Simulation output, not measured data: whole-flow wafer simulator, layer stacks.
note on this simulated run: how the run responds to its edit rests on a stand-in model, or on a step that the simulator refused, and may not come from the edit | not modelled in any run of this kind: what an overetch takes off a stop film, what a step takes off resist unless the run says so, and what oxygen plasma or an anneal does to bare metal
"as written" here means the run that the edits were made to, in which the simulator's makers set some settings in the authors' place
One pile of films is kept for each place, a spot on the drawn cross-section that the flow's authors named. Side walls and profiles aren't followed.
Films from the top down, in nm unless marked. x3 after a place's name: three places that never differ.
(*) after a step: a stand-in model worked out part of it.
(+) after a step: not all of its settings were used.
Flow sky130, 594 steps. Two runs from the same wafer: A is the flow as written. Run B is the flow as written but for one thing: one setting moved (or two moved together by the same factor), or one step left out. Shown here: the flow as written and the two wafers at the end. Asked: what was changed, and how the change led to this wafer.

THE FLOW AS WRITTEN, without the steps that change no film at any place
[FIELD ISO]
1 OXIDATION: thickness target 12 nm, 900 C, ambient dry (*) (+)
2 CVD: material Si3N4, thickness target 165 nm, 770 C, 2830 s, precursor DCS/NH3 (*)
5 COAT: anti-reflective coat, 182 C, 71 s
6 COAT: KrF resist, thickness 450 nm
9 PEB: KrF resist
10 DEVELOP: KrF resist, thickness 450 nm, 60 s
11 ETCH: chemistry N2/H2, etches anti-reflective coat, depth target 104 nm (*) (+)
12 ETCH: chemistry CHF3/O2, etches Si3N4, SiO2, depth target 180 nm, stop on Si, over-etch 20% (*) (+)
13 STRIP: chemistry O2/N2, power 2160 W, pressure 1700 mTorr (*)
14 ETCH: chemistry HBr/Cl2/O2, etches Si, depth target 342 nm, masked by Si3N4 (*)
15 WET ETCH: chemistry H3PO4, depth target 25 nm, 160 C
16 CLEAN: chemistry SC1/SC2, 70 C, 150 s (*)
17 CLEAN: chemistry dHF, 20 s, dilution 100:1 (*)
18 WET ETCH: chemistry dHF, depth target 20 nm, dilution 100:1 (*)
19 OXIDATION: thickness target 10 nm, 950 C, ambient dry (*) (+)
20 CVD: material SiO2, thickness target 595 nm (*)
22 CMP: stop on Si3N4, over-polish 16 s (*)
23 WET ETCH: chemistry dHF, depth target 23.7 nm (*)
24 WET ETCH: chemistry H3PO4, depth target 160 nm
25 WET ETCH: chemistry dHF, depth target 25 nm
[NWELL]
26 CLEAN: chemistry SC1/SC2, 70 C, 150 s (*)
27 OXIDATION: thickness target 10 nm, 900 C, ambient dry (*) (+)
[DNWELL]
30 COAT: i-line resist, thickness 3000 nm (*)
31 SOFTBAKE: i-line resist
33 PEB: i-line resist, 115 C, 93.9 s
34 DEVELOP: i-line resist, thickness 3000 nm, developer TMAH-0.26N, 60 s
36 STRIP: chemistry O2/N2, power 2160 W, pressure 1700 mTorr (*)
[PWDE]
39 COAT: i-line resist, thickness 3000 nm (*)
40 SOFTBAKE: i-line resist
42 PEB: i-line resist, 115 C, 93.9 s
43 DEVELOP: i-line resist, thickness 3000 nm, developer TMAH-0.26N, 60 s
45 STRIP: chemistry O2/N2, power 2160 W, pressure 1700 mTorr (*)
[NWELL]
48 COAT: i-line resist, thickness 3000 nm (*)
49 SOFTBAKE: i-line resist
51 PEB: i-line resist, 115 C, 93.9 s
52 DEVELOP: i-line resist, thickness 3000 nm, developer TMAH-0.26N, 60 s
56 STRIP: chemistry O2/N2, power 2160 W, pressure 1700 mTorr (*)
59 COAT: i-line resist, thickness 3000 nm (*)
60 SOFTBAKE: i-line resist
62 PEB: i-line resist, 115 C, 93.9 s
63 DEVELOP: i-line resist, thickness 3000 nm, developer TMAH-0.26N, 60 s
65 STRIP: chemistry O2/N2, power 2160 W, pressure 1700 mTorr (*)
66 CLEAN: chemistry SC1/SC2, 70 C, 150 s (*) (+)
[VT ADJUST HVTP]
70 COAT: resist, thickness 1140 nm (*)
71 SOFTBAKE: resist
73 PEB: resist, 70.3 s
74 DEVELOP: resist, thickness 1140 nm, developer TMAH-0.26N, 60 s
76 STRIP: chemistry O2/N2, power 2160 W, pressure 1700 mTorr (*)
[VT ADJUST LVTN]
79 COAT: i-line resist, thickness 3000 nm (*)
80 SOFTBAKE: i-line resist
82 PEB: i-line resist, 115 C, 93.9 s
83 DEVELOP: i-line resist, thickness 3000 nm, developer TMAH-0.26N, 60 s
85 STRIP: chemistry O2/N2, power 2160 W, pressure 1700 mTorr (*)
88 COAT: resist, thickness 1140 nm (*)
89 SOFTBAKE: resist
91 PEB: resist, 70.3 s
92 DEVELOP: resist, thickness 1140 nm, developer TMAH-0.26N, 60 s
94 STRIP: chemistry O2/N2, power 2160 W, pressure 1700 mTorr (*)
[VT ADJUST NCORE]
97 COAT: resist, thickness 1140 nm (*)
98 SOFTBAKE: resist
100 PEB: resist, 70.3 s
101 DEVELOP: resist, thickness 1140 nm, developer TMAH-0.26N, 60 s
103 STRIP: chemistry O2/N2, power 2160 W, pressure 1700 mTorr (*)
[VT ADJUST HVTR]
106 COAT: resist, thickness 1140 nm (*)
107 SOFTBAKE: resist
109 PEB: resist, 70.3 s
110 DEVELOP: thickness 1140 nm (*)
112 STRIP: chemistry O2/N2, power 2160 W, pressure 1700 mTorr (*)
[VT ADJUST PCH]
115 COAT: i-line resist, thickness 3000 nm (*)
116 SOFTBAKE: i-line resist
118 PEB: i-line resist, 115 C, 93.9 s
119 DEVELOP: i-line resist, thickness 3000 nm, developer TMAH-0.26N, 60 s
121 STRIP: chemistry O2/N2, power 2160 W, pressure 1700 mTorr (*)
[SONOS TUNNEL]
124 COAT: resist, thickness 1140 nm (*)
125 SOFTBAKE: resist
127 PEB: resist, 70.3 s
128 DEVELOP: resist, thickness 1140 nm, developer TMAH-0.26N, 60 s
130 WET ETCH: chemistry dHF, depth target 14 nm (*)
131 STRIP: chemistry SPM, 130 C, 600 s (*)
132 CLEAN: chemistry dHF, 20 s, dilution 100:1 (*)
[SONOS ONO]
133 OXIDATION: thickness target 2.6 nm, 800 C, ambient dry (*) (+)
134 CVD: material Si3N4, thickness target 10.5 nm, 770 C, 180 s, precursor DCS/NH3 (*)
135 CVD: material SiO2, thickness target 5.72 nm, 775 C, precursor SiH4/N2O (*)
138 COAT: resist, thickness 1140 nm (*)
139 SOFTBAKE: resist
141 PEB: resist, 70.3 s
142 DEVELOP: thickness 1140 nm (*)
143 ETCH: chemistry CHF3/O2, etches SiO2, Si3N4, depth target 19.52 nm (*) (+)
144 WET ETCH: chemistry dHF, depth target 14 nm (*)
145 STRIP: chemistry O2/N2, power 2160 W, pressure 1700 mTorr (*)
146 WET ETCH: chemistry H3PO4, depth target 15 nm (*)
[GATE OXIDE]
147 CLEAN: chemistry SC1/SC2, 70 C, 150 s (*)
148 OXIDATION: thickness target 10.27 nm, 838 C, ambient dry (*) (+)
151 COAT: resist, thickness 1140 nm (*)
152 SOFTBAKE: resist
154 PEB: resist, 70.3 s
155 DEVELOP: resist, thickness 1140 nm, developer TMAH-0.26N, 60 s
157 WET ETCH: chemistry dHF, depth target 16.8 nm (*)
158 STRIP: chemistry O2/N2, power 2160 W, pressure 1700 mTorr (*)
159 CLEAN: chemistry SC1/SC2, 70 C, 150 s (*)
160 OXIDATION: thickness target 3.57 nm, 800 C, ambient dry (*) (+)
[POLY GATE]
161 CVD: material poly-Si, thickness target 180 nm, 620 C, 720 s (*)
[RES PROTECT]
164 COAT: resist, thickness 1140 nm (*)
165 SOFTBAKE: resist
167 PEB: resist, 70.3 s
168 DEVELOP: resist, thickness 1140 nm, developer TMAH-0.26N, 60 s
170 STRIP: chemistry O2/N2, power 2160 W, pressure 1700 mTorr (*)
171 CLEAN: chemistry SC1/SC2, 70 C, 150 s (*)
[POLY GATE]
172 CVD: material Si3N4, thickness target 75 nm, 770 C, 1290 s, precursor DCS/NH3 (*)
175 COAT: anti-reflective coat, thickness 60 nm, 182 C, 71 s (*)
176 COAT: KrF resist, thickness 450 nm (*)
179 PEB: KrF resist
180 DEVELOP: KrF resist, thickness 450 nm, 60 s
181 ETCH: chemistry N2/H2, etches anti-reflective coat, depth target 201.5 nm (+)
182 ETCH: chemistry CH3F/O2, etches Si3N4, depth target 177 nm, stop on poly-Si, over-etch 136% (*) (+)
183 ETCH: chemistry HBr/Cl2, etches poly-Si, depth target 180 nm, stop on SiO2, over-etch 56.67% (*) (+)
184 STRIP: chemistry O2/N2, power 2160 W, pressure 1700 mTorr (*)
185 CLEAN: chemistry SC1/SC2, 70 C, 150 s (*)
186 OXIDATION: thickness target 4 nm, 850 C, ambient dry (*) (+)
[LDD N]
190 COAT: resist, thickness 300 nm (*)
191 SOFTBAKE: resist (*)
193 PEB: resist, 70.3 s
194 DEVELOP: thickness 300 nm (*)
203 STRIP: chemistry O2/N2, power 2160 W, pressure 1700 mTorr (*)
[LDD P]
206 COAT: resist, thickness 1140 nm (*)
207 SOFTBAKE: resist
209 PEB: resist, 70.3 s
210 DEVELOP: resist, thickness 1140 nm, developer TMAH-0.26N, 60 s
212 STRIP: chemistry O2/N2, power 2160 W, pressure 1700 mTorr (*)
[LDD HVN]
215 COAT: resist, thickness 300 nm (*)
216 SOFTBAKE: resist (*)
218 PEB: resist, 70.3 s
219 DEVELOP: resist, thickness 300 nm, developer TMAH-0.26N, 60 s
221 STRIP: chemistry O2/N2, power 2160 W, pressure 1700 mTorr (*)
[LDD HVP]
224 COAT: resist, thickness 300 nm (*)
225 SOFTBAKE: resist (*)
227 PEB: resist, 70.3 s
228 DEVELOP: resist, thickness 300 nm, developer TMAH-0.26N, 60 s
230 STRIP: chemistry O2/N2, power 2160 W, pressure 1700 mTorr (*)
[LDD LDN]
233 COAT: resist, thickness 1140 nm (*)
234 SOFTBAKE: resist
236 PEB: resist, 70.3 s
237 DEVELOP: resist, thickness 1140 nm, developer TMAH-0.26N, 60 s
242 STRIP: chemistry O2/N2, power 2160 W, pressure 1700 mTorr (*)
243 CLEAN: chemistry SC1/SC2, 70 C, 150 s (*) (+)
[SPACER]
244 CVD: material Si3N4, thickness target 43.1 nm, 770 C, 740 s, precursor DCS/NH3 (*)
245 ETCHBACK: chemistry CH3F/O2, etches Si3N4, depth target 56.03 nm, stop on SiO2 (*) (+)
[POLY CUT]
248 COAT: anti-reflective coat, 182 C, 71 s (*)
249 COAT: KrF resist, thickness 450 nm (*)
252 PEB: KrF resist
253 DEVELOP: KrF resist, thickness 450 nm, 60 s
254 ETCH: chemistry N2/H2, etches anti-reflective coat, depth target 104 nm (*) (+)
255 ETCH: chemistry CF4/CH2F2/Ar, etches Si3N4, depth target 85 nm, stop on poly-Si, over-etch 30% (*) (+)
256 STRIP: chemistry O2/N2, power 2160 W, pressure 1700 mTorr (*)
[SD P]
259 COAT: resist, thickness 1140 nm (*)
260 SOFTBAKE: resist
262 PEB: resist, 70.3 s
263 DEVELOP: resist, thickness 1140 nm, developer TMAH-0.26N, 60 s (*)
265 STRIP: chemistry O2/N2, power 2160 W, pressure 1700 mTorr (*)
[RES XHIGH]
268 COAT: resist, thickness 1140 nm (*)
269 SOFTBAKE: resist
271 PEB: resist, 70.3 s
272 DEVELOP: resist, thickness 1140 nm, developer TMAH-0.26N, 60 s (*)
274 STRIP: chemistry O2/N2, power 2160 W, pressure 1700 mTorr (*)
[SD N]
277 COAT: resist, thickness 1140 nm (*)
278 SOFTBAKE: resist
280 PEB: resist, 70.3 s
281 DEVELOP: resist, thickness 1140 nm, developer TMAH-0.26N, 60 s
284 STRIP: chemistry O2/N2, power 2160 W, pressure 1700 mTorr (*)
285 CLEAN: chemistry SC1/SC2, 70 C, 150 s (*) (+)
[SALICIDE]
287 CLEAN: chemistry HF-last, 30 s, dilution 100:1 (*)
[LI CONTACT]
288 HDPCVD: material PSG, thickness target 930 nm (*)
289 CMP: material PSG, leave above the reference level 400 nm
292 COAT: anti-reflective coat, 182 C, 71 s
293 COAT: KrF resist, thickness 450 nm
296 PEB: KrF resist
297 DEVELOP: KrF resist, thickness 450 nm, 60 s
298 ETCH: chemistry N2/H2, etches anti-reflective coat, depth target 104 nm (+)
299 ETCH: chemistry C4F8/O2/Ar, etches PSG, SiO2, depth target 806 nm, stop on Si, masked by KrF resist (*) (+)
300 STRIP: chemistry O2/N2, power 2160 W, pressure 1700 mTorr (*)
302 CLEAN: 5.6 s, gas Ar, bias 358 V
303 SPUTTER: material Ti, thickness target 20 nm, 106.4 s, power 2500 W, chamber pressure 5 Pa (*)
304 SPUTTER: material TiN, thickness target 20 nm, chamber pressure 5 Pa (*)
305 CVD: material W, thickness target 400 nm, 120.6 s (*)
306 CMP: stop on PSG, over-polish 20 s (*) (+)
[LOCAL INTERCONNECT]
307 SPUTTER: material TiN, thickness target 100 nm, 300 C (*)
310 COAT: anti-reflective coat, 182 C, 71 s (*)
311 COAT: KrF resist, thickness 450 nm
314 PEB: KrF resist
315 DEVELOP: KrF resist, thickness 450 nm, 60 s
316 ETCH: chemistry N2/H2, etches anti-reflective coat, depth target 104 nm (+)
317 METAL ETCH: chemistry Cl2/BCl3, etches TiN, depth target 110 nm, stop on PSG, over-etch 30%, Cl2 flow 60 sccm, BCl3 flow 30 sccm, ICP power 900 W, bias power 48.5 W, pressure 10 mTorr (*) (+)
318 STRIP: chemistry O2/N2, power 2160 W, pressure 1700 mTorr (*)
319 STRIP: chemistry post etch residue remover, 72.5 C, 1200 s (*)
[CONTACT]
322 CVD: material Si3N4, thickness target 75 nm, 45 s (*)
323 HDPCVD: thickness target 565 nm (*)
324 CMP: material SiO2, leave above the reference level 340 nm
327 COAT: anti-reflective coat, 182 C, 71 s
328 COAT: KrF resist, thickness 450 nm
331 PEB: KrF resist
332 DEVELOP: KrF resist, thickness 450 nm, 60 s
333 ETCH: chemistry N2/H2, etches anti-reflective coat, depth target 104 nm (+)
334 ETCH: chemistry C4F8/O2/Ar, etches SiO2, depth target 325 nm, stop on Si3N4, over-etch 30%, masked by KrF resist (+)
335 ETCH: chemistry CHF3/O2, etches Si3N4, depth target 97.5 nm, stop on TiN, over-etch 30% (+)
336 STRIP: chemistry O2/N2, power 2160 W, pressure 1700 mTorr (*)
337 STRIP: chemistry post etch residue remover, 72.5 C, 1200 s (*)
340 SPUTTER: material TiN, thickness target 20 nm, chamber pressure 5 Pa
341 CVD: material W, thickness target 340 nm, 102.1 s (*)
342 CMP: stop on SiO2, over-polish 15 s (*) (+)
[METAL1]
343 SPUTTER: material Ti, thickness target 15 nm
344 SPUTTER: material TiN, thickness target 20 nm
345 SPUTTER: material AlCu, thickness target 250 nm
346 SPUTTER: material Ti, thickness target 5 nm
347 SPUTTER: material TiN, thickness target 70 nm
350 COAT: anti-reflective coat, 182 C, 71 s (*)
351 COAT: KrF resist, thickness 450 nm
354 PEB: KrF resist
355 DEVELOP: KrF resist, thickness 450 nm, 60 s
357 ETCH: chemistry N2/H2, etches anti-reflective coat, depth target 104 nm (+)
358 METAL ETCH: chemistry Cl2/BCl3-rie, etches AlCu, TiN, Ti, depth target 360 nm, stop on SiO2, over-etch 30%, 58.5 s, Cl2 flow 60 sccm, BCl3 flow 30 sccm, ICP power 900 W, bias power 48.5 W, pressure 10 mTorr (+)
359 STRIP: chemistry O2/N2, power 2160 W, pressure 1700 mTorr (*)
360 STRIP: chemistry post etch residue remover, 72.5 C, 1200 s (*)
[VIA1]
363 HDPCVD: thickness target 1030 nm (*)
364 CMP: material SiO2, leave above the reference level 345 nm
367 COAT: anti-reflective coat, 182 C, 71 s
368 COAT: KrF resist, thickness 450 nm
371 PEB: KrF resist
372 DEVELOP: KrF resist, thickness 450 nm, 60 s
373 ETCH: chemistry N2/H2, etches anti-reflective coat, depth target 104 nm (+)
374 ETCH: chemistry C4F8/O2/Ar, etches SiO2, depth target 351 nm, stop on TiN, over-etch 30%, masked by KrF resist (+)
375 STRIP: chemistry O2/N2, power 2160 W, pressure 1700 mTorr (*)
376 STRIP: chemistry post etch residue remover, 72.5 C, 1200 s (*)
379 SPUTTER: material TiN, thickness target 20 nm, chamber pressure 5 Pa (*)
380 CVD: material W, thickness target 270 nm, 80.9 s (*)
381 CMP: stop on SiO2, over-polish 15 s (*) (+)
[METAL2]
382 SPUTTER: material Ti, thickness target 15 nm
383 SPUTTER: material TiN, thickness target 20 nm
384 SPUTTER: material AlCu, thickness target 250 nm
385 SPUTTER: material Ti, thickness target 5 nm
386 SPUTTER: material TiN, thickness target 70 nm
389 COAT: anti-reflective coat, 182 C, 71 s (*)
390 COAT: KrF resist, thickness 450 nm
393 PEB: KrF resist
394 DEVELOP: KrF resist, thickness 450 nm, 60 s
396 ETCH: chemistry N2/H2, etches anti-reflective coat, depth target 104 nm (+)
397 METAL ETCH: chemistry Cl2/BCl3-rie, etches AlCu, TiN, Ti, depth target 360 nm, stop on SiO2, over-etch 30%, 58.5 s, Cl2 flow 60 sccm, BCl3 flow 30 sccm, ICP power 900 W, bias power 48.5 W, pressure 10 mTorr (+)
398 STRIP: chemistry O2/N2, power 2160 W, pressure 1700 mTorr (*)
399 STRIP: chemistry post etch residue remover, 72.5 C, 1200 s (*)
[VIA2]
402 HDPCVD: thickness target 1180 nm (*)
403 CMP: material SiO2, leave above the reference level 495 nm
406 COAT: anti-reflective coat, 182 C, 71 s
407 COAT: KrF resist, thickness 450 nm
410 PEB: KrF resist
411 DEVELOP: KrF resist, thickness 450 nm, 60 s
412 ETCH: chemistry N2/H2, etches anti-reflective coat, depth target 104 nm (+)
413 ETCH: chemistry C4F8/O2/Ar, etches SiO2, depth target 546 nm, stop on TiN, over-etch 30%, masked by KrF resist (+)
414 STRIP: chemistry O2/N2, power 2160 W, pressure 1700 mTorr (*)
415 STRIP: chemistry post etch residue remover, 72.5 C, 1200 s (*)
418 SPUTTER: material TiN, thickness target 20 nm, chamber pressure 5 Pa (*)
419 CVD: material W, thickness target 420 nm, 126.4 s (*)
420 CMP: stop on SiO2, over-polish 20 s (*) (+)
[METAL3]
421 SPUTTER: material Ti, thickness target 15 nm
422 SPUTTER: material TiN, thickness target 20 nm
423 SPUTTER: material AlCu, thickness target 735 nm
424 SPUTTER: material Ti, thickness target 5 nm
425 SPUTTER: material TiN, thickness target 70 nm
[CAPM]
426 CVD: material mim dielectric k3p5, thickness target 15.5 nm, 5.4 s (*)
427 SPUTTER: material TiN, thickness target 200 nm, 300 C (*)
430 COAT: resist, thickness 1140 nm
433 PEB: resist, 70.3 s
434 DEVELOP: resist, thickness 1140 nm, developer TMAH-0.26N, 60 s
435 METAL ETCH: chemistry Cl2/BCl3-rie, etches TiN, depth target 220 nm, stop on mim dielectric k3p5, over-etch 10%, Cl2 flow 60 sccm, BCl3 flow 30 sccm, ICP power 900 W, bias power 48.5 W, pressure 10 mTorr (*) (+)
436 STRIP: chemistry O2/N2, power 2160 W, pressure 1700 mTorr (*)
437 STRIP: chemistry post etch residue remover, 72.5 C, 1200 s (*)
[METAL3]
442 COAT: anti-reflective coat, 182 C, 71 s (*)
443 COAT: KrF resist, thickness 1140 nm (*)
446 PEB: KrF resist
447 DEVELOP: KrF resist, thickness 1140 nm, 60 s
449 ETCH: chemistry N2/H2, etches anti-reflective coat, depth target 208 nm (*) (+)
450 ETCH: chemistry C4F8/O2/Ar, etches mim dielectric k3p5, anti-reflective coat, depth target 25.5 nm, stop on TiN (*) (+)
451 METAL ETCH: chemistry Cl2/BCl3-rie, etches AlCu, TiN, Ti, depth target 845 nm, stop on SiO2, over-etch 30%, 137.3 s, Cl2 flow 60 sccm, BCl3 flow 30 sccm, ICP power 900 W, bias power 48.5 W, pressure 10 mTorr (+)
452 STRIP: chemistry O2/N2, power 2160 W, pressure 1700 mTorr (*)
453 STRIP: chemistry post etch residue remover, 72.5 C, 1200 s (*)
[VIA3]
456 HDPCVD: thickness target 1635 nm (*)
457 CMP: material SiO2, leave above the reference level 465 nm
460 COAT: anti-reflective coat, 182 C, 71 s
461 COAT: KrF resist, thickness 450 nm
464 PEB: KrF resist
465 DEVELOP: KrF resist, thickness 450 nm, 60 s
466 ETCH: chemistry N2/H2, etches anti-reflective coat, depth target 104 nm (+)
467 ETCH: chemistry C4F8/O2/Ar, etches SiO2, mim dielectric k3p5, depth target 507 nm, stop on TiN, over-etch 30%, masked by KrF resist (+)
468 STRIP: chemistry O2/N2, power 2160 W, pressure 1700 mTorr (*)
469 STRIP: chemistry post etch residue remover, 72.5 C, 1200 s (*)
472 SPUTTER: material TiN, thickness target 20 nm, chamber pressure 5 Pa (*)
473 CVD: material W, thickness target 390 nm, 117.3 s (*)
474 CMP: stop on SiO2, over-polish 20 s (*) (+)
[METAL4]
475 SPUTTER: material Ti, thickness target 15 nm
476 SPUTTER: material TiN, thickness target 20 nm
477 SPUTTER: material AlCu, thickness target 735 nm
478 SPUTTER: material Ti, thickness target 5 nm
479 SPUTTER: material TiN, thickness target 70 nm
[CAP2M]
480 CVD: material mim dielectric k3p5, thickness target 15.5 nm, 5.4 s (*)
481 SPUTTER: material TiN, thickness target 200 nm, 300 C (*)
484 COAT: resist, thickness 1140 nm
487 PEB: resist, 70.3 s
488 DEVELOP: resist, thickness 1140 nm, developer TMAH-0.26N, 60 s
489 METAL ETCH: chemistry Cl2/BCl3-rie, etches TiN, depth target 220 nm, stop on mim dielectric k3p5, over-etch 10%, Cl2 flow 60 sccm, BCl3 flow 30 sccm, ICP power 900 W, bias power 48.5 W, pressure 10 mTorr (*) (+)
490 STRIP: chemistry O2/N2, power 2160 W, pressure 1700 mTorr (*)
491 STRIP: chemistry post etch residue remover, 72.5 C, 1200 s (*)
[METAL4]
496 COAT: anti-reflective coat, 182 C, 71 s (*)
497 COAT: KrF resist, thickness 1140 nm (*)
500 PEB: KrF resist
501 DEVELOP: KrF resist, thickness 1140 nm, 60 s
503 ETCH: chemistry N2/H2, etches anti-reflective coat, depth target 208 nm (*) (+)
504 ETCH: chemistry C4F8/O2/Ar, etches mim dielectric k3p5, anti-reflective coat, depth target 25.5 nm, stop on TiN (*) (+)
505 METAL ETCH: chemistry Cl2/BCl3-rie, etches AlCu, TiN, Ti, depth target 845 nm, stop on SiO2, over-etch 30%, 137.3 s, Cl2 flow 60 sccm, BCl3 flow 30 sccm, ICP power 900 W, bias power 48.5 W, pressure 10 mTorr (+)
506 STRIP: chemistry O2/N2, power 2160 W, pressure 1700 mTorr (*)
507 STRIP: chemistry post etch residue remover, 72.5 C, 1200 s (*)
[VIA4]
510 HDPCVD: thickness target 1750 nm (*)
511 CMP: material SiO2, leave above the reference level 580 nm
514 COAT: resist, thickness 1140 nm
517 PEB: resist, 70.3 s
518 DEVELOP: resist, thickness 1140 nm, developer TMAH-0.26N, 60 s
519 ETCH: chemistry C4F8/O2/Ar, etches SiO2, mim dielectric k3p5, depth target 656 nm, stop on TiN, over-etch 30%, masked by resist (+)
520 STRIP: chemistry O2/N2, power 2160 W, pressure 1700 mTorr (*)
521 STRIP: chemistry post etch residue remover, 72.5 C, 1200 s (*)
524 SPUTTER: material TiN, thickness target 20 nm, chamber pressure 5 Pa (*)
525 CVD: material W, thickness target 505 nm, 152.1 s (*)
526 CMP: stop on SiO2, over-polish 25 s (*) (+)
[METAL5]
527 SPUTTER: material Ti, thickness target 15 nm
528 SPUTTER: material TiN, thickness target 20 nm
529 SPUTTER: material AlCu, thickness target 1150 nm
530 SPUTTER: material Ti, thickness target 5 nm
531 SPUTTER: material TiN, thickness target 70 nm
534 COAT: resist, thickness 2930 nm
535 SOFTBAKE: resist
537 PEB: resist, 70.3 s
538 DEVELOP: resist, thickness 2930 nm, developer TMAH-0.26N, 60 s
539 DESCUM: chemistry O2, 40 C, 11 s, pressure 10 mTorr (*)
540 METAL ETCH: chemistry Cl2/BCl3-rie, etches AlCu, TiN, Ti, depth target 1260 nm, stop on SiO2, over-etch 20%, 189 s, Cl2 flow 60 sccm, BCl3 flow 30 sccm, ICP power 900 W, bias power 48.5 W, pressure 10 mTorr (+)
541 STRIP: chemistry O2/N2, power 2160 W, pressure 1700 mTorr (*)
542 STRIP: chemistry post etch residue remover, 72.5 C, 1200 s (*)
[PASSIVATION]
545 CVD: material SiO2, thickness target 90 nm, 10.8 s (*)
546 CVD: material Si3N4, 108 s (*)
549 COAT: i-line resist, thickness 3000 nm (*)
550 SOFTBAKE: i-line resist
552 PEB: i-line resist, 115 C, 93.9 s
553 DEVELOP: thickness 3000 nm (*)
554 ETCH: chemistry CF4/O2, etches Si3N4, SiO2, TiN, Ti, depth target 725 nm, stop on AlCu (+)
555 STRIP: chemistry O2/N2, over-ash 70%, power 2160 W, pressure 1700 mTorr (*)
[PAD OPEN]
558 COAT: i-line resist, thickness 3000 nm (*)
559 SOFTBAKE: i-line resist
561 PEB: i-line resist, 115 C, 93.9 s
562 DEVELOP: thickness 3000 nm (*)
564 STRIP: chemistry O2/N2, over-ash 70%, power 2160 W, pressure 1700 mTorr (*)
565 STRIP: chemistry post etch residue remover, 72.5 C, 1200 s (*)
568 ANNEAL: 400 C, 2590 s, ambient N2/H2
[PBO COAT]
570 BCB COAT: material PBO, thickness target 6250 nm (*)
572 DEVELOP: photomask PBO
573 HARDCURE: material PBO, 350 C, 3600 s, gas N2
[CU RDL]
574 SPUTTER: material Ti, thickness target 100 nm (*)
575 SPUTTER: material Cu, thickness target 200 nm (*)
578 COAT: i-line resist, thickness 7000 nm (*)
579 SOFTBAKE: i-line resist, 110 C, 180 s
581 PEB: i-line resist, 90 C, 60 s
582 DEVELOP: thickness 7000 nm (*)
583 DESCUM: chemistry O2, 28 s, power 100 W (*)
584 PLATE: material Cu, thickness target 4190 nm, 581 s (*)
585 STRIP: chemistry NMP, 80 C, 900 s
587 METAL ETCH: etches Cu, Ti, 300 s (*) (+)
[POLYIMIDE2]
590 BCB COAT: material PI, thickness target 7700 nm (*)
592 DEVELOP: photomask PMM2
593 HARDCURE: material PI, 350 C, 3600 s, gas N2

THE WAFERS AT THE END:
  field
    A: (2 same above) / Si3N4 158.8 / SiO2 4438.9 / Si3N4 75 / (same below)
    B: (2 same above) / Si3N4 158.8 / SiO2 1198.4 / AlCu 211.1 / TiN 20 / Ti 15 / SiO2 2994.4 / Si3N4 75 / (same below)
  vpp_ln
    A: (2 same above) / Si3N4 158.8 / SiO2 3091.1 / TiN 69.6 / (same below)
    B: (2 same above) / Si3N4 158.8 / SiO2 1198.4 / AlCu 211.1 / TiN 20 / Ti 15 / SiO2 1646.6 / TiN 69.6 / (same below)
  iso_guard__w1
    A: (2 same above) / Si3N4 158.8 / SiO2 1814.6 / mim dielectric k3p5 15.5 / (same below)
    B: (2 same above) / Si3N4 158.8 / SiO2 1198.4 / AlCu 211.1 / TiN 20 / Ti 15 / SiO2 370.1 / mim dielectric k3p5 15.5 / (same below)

The cause: step 505, METAL ETCH: depth target 456.3 nm was run, where the flow has depth target 845 nm; step 505, METAL ETCH: 74.1 s was run, where the flow has 137.3 s.

How the change led to this, step by step:
  505 METAL ETCH: chemistry Cl2/BCl3-rie, etches AlCu, TiN, Ti, depth target 845 nm, stop on SiO2, over-etch 30%, 137.3 s, Cl2 flow 60 sccm, BCl3 flow 30 sccm, ICP power 900 W, bias power 48.5 W, pressure 10 mTorr (+)
      field, gate, spacer and 68 more: A TiN -70 (all of it), Ti -5 (all of it), AlCu -735 (all of it), TiN -20 (all of it), Ti -15 (all of it), SiO2 -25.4 | B TiN -70 (all of it), Ti -5 (all of it), AlCu -518.2
      active, vpp_iso1, mim_edge_plate and 14 more: A TiN -70 (all of it), Ti -5 (all of it), AlCu -735 (all of it), TiN -20 (all of it), Ti -15 (all of it), SiO2 -25.3 | B TiN -70 (all of it), Ti -5 (all of it), AlCu -518.2
      (and at 105 more places)
  506 STRIP: chemistry O2/N2, power 2160 W, pressure 1700 mTorr (*)
      gate_hv, mim, dice_street and 75 more: A KrF resist -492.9 (all of it), anti-reflective coat -80 (all of it) | B KrF resist -745.6 (all of it), anti-reflective coat -80 (all of it)
      n_well, p_well, sd_n, sd_p, pad, vpp_tail, mim_edge_plate_strap, mim_edge_gap_sheet: A KrF resist -492.9 (all of it), anti-reflective coat -80 (all of it) | B KrF resist -745.5 (all of it), anti-reflective coat -80 (all of it)
      (and at 19 more places)
  507 STRIP: chemistry post etch residue remover, 72.5 C, 1200 s (*)
      field, active, gate and 85 more: A nothing | B AlCu -5.72
  510 HDPCVD: thickness target 1750 nm (*)
      field, active, gate and 85 more: A SiO2 +1750 | B SiO2 +1750 (new film)
  511 CMP: material SiO2, leave above the reference level 580 nm
      field, active, gate and 77 more: A SiO2 -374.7 | B SiO2 -646.1
      iso_guard__w1, mim_edge_gap, vpp_l1ln, vpp_m3ln, rpm_encl, via2_enc, rpm_encl_psd, iso_guard_nsd_tip: A SiO2 -374.6 | B SiO2 -646.1
Counting metal films that touch as one body, field has 1 body; the flow as written gives 0 bodies.
Counting metal films that touch as one body, vpp_ln has 3 bodies (between them, from the top down: SiO2 1646.6; SiO2 267.2); the flow as written gives 2 bodies (between them, from the top down: SiO2 267.2).
Counting metal films that touch as one body, iso_guard__w1 has 2 bodies (between them, from the top down: SiO2 370.1 / mim dielectric k3p5 15.5); the flow as written gives 1 body.
